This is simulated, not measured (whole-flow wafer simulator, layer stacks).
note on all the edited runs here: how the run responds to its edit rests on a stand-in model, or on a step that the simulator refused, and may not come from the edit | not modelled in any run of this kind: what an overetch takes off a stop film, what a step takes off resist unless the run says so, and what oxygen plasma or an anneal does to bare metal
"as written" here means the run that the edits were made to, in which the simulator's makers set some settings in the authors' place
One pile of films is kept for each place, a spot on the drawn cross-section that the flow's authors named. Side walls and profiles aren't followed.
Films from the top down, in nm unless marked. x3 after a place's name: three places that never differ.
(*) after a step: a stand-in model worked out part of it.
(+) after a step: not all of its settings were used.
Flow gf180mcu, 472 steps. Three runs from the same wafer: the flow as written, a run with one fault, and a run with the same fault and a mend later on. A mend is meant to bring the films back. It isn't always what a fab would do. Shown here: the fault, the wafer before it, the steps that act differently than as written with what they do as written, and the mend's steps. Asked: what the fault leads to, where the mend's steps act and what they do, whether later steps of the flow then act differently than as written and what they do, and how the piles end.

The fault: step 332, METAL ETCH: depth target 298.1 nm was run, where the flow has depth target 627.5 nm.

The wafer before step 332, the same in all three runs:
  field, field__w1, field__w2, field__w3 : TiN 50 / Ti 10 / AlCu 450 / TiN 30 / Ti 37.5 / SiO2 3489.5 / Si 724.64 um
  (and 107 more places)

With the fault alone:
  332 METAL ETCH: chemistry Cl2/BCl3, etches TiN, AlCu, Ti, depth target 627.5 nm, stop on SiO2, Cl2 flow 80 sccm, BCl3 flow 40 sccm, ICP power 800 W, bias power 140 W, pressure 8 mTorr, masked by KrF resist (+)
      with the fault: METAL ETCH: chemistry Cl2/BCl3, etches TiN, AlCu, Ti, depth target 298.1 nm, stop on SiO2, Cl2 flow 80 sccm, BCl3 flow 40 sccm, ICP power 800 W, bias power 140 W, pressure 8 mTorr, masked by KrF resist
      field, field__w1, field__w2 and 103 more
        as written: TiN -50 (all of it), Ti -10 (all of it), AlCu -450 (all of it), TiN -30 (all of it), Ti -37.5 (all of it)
        with the fault: TiN -50 (all of it), Ti -10 (all of it), AlCu -238.1
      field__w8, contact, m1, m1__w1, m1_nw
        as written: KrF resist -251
        with the fault: KrF resist -119.2
  Later steps of the flow that act differently than as written:
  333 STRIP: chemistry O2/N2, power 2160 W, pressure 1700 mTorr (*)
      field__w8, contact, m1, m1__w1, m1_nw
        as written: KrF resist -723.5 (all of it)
        with the fault: KrF resist -855.3 (all of it)
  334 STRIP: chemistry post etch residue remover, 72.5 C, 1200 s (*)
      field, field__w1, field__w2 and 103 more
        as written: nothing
        with the fault: AlCu -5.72
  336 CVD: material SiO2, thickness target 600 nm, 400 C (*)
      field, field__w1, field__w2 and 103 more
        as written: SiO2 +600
        with the fault: SiO2 +600 (new film)
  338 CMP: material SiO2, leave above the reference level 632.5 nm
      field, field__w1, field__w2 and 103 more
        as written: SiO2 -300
        with the fault: SiO2 -573.7
  At the end the piles differ from the flow's by more than 2% or 0.5 nm, whichever is larger, at field, field__w1, field__w2 and 104 more.
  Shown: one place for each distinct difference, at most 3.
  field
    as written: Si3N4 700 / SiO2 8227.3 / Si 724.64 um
    with the fault: Si3N4 700 / SiO2 4464.1 / AlCu 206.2 / TiN 30 / Ti 37.5 / SiO2 3489.5 / Si 724.64 um
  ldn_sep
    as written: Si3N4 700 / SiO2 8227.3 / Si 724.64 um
    with the fault: Si3N4 700 / SiO2 4464.1 / AlCu 206.2 / TiN 30 / Ti 37.5 / SiO2 3489.4 / Si 724.64 um
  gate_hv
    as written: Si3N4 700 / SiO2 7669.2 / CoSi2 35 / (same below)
    with the fault: Si3N4 700 / SiO2 4464.1 / AlCu 206.2 / TiN 30 / Ti 37.5 / SiO2 2931.3 / CoSi2 35 / (same below)

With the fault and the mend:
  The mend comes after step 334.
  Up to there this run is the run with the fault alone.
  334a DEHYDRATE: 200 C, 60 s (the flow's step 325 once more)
      changes no film at any place that is followed
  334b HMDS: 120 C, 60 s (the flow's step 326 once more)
      changes no film at any place that is followed
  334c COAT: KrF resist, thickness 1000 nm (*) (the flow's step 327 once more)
      iso_ptap_pw, iso_ntap_nw, iso_nw_fld and 33 more
        KrF resist +1000 (new film)
      field_sub__w2, field_sub__w4, ld_sd_n and 13 more
        KrF resist +1001.9 (new film)
      field__w5, field__w6, field__w9 and 9 more
        KrF resist +1002 (new film)
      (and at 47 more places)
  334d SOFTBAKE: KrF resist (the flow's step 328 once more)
      changes no film at any place that is followed
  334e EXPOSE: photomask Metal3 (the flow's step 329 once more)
      changes no film at any place that is followed
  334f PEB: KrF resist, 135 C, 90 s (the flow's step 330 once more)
      field__w1, field__w2, field__w3 and 58 more
        KrF resist -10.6
      iso_ptap_pw, iso_ntap_nw, iso_nw_fld and 33 more
        KrF resist -10.5
      sd_p, gate_p, nw_sep_fld, polyc_n
        KrF resist -10.7
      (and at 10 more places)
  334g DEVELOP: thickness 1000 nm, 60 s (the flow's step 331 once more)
      iso_ptap_pw, iso_ntap_nw, iso_nw_fld and 33 more
        KrF resist -989.5 (all of it)
      field__w5, field__w6, field__w9 and 12 more
        KrF resist -991.4 (all of it)
      field__w10, field_sub, field_sub__w1 and 9 more
        KrF resist -991.5 (all of it)
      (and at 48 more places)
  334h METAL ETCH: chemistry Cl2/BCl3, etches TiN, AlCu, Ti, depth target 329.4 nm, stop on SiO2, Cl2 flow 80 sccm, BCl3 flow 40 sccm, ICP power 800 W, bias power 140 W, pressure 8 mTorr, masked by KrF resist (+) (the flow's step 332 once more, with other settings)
      field, field__w1, field__w2 and 103 more
        AlCu -206.2 (all of it), TiN -30 (all of it), Ti -37.5 (all of it)
      field__w8, contact, m1, m1__w1, m1_nw
        KrF resist -131.8
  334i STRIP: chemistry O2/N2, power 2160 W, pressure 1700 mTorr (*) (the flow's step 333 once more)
      field__w8
        KrF resist -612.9 (all of it)
      contact
        KrF resist -611.2 (all of it)
      m1
        KrF resist -612.8 (all of it)
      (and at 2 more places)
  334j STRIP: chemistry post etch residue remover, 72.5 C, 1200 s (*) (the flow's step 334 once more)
      field__w8, contact, m1, m1__w1, m1_nw
        TiN -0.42
  No later step of the flow acts differently than as written, at any place that is followed, by more than 2% or 0.5 nm, whichever is larger.
  At the end the piles differ from the flow's only slightly at the places that both follow, by at most 2% or 0.5 nm, whichever is larger.
